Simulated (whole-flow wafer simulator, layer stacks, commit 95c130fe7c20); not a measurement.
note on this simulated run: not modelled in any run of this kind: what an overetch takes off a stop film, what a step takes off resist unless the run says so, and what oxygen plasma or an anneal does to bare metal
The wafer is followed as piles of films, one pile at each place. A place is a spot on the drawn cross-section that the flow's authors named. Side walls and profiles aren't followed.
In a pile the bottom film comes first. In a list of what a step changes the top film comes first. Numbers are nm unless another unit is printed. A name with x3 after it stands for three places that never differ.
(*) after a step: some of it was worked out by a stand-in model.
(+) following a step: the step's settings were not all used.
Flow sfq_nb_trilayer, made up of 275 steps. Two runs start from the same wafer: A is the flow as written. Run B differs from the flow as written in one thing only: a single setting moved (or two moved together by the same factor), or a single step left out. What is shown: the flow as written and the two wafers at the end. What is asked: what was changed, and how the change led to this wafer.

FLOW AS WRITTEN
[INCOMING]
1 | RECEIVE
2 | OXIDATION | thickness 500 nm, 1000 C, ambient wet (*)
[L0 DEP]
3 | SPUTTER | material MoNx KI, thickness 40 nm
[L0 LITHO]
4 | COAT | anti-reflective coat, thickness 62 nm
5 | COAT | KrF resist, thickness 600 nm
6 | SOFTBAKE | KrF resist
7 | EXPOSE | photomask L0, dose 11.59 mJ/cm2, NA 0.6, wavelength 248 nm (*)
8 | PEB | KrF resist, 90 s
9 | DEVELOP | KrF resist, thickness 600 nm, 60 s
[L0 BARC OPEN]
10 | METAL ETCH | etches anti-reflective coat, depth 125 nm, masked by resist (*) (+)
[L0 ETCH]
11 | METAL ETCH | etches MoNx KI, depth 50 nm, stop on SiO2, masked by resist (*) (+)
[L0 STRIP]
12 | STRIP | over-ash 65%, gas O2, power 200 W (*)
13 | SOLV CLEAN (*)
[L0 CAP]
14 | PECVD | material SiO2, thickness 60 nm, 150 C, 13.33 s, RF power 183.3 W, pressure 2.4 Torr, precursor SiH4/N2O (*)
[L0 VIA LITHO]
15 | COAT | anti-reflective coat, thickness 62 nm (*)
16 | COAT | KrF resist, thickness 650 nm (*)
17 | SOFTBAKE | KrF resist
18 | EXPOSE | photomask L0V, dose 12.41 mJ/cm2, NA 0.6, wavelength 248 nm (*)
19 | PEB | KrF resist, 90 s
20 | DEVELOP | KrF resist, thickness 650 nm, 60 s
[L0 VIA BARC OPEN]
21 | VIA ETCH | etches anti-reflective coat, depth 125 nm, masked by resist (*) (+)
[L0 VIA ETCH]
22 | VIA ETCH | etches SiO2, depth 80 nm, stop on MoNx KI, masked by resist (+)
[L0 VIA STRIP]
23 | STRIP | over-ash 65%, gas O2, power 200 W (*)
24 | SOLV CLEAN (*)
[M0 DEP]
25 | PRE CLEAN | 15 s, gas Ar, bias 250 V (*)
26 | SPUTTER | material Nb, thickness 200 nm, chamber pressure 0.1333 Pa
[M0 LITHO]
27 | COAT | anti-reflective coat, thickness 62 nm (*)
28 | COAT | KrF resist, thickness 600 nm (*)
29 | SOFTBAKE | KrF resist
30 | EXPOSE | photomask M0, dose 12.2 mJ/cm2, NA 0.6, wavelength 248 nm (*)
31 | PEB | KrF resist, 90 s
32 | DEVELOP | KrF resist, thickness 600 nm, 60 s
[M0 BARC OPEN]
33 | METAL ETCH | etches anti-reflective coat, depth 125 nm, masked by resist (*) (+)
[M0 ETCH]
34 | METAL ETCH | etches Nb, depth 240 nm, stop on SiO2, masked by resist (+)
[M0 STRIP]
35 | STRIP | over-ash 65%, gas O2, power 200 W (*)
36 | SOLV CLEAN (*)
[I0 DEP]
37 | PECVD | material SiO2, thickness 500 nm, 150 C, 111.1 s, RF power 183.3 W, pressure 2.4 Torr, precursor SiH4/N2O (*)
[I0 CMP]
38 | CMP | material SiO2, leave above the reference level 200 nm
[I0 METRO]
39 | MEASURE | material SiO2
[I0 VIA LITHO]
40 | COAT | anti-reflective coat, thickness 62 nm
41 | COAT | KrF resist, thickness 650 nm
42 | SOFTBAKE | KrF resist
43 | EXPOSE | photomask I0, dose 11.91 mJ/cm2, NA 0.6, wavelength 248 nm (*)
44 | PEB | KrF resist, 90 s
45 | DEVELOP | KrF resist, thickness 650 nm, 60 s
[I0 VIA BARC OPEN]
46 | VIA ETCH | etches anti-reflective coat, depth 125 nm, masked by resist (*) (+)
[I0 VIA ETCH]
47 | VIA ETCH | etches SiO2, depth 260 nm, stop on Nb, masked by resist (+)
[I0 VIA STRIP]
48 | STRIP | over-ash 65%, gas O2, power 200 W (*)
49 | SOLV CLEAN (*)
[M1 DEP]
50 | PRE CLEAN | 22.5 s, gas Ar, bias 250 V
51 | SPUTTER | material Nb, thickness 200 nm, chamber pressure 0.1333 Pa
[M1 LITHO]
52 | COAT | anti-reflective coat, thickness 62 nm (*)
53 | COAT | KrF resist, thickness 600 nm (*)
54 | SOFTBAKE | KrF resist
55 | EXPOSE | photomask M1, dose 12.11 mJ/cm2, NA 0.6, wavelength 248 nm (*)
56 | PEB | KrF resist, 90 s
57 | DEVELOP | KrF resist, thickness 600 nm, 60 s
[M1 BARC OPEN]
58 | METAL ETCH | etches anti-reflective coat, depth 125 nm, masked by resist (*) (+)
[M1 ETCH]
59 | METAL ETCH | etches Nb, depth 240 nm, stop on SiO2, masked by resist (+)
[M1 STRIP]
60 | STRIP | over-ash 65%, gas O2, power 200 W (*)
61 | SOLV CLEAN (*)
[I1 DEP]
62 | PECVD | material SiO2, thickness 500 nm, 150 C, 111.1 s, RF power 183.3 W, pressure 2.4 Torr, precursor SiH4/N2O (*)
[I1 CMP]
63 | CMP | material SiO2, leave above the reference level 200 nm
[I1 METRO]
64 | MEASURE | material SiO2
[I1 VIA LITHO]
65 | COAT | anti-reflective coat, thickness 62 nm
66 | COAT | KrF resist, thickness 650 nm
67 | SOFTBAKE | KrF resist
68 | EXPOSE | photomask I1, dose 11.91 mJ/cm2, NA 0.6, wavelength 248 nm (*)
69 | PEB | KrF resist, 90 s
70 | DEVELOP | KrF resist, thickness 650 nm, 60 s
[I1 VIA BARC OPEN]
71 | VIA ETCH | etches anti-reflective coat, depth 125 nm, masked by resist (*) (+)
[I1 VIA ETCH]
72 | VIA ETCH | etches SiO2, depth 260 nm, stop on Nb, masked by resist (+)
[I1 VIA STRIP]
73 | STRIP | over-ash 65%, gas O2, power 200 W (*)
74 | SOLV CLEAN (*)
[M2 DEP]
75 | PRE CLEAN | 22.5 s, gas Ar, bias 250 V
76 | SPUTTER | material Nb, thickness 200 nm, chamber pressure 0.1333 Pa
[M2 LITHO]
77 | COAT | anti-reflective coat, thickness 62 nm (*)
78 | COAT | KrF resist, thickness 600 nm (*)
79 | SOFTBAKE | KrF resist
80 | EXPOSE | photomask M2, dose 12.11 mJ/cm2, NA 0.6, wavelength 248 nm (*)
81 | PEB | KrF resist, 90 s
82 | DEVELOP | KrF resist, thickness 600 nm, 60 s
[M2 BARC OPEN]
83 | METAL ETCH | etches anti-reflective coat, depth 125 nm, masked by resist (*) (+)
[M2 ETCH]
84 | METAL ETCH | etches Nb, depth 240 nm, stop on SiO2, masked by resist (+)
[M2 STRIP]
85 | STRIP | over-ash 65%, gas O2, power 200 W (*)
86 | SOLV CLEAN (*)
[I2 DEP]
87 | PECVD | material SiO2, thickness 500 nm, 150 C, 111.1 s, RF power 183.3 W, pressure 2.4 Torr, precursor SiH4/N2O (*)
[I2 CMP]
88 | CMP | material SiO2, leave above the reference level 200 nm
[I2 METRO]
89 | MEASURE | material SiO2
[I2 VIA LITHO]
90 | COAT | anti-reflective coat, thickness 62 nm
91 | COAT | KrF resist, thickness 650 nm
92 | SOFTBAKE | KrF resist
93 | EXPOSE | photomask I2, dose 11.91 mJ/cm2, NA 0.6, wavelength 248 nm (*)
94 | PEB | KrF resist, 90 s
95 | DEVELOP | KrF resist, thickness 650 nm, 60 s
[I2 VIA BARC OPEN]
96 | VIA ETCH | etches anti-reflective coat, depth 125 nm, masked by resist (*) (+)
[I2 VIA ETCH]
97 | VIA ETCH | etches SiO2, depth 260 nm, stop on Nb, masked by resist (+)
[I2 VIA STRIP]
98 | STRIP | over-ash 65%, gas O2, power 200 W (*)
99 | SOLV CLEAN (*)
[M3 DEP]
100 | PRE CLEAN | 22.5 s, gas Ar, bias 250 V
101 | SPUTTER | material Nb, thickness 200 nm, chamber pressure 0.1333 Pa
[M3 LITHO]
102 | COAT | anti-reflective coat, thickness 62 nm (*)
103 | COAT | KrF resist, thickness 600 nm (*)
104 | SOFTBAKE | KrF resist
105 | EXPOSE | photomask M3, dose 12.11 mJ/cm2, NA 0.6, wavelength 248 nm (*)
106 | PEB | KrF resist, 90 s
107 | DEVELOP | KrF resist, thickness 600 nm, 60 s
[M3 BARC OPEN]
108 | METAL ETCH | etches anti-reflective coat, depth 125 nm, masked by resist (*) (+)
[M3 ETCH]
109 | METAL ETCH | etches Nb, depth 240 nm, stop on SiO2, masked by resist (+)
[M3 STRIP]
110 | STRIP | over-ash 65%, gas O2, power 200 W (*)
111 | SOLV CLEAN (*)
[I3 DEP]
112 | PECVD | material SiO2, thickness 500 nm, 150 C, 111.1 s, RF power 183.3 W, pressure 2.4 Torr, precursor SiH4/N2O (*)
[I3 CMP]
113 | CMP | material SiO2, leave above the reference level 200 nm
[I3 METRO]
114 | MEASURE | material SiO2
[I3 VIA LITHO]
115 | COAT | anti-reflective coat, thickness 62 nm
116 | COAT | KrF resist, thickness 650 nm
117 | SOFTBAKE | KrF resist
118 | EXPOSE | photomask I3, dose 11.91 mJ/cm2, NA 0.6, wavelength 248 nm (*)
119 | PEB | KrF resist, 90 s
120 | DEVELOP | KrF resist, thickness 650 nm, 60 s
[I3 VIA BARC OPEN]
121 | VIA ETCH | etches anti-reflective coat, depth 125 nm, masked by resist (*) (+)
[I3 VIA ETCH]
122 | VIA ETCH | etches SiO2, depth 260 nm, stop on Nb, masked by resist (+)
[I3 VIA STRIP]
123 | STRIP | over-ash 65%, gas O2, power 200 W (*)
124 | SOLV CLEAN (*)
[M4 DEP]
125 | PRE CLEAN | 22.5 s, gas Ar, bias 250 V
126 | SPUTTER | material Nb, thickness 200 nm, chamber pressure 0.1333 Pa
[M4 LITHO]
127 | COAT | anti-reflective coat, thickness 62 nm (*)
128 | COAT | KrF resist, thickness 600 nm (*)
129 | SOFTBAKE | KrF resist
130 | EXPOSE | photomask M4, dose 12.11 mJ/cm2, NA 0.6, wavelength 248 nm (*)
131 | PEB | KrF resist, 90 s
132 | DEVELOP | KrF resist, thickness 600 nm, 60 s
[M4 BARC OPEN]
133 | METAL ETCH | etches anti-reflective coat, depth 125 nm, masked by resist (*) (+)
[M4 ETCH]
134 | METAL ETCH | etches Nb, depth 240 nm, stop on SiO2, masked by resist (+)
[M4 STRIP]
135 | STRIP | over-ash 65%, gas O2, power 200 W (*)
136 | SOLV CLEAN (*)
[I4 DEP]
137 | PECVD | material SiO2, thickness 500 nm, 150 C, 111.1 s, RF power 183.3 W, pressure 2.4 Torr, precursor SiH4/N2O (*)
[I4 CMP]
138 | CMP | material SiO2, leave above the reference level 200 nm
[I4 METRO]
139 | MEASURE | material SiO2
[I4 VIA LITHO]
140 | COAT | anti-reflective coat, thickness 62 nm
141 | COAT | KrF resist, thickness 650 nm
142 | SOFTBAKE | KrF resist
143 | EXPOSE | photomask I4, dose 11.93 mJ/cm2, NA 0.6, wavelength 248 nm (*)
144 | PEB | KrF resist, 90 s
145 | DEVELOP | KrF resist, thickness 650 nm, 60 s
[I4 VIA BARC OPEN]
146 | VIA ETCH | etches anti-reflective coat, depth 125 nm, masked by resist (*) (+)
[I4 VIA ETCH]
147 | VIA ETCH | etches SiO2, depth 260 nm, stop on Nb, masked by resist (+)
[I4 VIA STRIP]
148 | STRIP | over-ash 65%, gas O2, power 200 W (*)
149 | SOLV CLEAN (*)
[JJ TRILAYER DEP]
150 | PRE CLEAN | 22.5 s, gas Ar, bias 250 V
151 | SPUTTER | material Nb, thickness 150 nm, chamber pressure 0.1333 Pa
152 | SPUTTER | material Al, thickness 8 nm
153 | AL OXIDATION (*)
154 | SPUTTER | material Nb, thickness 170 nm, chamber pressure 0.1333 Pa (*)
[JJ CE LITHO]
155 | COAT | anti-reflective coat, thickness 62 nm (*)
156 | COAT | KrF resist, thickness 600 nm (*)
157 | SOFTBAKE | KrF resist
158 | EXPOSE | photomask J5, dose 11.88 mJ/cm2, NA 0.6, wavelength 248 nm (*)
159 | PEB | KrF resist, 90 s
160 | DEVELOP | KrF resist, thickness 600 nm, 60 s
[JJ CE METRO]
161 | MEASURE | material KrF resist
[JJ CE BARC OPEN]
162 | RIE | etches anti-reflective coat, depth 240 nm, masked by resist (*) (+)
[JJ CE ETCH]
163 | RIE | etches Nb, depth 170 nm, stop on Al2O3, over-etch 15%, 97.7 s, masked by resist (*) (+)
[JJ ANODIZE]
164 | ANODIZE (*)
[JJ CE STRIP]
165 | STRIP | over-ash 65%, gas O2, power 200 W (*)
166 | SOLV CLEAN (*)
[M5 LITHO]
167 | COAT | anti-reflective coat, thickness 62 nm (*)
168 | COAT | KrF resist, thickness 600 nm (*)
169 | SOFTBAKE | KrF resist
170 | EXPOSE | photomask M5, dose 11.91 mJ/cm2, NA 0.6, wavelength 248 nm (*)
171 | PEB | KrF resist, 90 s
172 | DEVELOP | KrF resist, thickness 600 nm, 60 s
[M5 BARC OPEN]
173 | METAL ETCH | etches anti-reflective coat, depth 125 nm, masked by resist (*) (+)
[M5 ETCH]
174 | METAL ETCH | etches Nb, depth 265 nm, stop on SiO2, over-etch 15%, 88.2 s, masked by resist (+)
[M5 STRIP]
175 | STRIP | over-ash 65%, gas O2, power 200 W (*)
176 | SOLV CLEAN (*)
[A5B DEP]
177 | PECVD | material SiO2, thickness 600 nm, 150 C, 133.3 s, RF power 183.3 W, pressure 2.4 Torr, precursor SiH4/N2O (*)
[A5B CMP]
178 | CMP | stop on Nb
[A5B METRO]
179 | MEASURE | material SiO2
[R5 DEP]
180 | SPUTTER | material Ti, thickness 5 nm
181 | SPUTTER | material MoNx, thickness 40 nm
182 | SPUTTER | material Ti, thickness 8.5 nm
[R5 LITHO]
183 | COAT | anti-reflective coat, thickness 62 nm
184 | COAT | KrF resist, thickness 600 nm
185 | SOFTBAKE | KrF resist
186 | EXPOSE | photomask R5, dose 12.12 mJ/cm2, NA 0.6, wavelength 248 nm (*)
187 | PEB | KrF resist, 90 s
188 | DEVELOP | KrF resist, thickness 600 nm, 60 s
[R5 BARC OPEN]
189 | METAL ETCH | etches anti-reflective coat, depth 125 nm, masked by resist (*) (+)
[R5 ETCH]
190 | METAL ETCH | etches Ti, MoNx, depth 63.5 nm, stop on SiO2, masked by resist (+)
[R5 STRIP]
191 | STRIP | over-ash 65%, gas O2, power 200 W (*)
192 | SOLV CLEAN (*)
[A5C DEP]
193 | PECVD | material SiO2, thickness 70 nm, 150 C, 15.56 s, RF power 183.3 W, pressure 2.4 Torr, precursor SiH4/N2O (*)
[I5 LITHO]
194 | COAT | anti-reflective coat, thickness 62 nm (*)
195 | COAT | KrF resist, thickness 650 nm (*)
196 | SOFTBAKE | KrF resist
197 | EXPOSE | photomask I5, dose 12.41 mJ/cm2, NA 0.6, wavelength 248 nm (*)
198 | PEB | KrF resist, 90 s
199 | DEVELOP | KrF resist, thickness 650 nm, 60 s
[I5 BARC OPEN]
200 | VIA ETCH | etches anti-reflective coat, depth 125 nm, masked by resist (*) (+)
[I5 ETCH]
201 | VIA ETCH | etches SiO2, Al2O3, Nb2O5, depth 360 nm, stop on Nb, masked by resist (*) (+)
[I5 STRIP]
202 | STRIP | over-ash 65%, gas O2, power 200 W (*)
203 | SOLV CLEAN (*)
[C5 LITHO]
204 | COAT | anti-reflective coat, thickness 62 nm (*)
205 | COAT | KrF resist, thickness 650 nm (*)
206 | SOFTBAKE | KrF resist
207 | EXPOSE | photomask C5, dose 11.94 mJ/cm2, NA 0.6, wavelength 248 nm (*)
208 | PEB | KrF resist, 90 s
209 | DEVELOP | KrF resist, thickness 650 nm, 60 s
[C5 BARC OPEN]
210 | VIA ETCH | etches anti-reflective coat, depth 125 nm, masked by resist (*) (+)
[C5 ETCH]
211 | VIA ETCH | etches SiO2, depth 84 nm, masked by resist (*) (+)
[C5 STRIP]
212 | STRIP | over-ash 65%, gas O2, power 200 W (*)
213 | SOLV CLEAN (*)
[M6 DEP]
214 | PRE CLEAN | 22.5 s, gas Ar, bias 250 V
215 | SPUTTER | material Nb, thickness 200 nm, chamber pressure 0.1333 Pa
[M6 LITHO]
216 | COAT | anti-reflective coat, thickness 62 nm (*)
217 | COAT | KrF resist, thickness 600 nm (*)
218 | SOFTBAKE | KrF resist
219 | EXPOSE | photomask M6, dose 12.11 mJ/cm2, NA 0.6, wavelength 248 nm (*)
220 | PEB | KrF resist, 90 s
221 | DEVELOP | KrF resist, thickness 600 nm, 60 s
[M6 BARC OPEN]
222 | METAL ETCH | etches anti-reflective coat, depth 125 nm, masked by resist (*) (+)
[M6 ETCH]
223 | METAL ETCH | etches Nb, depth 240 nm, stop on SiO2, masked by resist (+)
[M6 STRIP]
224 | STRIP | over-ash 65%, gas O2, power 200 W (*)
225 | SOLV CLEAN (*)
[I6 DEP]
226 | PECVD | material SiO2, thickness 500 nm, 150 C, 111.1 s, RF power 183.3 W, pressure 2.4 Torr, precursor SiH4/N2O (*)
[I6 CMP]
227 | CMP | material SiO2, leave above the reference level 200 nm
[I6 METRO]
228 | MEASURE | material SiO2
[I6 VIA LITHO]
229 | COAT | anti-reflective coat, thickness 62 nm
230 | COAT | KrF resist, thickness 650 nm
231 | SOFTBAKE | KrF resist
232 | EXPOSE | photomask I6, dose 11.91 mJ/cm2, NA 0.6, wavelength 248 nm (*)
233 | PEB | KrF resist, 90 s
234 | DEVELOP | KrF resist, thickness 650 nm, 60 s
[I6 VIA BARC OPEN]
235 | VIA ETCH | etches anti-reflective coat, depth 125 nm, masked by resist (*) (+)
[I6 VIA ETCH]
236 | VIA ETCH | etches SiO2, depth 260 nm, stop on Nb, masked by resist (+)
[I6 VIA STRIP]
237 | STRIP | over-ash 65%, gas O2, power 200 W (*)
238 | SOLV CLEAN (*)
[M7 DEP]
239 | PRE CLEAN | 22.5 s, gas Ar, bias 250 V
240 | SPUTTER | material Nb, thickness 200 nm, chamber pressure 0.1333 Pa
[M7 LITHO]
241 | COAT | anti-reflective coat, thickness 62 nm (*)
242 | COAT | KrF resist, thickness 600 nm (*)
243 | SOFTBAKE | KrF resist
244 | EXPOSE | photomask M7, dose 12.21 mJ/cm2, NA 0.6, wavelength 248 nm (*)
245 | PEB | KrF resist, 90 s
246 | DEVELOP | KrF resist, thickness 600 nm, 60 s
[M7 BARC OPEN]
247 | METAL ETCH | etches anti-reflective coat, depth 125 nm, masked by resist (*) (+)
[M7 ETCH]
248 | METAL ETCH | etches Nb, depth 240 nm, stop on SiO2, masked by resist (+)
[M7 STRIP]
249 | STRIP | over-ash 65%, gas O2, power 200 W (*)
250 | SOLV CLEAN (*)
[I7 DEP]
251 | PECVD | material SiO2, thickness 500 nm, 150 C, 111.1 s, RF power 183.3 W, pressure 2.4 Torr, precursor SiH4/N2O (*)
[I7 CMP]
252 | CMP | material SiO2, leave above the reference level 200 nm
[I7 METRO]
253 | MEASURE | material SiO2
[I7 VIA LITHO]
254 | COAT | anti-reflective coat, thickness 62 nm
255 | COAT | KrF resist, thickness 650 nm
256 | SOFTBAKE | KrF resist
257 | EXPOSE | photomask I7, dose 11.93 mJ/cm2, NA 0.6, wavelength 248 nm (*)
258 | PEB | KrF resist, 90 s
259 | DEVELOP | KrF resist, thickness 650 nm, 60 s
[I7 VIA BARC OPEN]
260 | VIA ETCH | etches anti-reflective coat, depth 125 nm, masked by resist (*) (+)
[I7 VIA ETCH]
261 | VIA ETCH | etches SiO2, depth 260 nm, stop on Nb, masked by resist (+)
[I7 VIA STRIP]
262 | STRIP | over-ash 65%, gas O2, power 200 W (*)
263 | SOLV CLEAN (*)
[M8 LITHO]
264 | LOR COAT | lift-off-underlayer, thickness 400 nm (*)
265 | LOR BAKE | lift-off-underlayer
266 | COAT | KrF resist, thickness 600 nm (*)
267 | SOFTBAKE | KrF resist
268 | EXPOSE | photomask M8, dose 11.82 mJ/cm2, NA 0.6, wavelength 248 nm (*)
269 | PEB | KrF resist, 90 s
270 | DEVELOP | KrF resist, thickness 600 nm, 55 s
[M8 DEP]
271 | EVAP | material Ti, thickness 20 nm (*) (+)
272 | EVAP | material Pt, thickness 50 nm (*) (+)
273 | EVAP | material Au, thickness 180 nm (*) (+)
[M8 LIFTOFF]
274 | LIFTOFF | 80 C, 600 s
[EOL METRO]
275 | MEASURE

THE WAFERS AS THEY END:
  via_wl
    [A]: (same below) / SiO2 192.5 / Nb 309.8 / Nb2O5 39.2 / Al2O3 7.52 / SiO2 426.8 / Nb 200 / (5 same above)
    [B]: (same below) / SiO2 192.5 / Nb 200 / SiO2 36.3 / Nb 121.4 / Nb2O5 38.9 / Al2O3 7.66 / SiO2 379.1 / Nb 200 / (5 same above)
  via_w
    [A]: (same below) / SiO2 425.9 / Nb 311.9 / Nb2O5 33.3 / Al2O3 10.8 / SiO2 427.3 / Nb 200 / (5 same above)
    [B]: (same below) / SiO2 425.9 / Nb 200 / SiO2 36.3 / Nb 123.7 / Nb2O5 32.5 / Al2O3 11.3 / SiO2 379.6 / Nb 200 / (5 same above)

Cause: step 147, VIA ETCH: depth 156 nm was run, though the flow has depth 260 nm.

The path from the change to this, step by step:
  147 | VIA ETCH | etches SiO2, depth 260 nm, stop on Nb, masked by resist (+)
      via_wl, via_w, via_wr: A -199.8 SiO2 (all of it) | B -156 SiO2
      field_l, v_sur, via_sp and 100 more: A -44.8 KrF resist | B -26.9 KrF resist
  148 | STRIP | over-ash 65%, gas O2, power 200 W (*)
      field_l, v_sur, via_sp and 100 more: A -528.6 KrF resist (all of it), -62 anti-reflective coat (all of it) | B -546.5 KrF resist (all of it), -62 anti-reflective coat (all of it)
  150 | PRE CLEAN | 22.5 s, gas Ar, bias 250 V
      via_wl, via_w, via_wr: A -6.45 Nb | B -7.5 SiO2
  151 | SPUTTER | material Nb, thickness 150 nm, chamber pressure 0.1333 Pa
      via_wl, via_w, via_wr: A +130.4 Nb | B +135.4 Nb (new film)
  154 | SPUTTER | material Nb, thickness 170 nm, chamber pressure 0.1333 Pa (*)
      via_wl, via_wr: A +140.7 Nb (new film) | B +148.1 Nb (new film)
      via_w: A +141 Nb (new film) | B +148.5 Nb (new film)
  155 | COAT | anti-reflective coat, thickness 62 nm (*)
      via_wl, via_wr: A +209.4 anti-reflective coat (new film) | B +168.8 anti-reflective coat (new film)
      v_sur: A +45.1 anti-reflective coat (new film) | B +47 anti-reflective coat (new film)
      (as well as at 2 more places)
  156 | COAT | KrF resist, thickness 600 nm (*)
      via_w: A +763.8 KrF resist (new film) | B +723.1 KrF resist (new film)
  160 | DEVELOP | KrF resist, thickness 600 nm, 60 s
      via_w: A -762.1 KrF resist (all of it) | B -721.6 KrF resist (all of it)
  162 | RIE | etches anti-reflective coat, depth 240 nm, masked by resist (*) (+)
      ce_l, c5j, ce_r, wl_jj: A -209.4 KrF resist | B -168.8 KrF resist
      via_wl, via_wr: A -209.4 anti-reflective coat (all of it) | B -168.8 anti-reflective coat (all of it)
      (as well as at 3 more places)
  163 | RIE | etches Nb, depth 170 nm, stop on Al2O3, over-etch 15%, 97.7 s, masked by resist (*) (+)
      via_wl, via_wr: A -140.7 Nb (all of it), -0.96 Al2O3 (all of it) | B -148.1 Nb (all of it), -0.96 Al2O3 (all of it)
      via_w: A -141 Nb (all of it), -0.96 Al2O3 (all of it) | B -148.5 Nb (all of it), -0.96 Al2O3 (all of it)
  164 | ANODIZE (*)
      via_w: A +10.8 Al2O3 (new film), +33.3 Nb2O5 (new film), -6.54 Al (all of it), -12 Nb | B +11.3 Al2O3 (new film), +32.5 Nb2O5 (new film), -6.83 Al (all of it), -11.7 Nb
  165 | STRIP | over-ash 65%, gas O2, power 200 W (*)
      c5j, ce_r: A -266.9 KrF resist (all of it), -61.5 anti-reflective coat (all of it) | B -307.7 KrF resist (all of it), -61.6 anti-reflective coat (all of it)
      ce_l: A -266.8 KrF resist (all of it), -61.4 anti-reflective coat (all of it) | B -307.6 KrF resist (all of it), -61.6 anti-reflective coat (all of it)
      (as well as at 1 more place)
  167 | COAT | anti-reflective coat, thickness 62 nm (*)
      v_sur: A +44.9 anti-reflective coat (new film) | B +43.6 anti-reflective coat (new film)
      via_wl: A +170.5 anti-reflective coat (new film) | B +129.2 anti-reflective coat (new film)
      (as well as at 2 more places)
  168 | COAT | KrF resist, thickness 600 nm (*)
      via_w: A +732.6 KrF resist (new film) | B +704.7 KrF resist (new film)
  175 | STRIP | over-ash 65%, gas O2, power 200 W (*)
      v_sur: A -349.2 KrF resist (all of it), -44.9 anti-reflective coat (all of it) | B -356.5 KrF resist (all of it), -43.6 anti-reflective coat (all of it)
      via_wl: A -427 KrF resist (all of it), -170.5 anti-reflective coat (all of it) | B -429.2 KrF resist (all of it), -129.2 anti-reflective coat (all of it)
      (as well as at 2 more places)
  178 | CMP | stop on Nb
      via_wl, via_wr: A -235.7 SiO2 | B -283.4 SiO2
      via_w: A -235.2 SiO2 | B -282.9 SiO2
If metal films that touch count as one body, via_wl has 8 bodies (between them, from the top down: SiO2 192.5; SiO2 379.1 / Al2O3 7.66 / Nb2O5 38.9; SiO2 36.3; SiO2 192.5; SiO2 192.5; SiO2 192.5; SiO2 192.5); the flow as written gives 7 bodies (between them, from the top down: SiO2 192.5; SiO2 426.8 / Al2O3 7.52 / Nb2O5 39.2; SiO2 192.5; SiO2 192.5; SiO2 192.5; SiO2 192.5).
If metal films that touch count as one body, via_w has 6 bodies (between them, from the top down: SiO2 192.5; SiO2 379.6 / Al2O3 11.3 / Nb2O5 32.5; SiO2 36.3; SiO2 425.9; SiO2 416.9); the flow as written gives 5 bodies (between them, from the top down: SiO2 192.5; SiO2 427.3 / Al2O3 10.8 / Nb2O5 33.3; SiO2 425.9; SiO2 416.9).
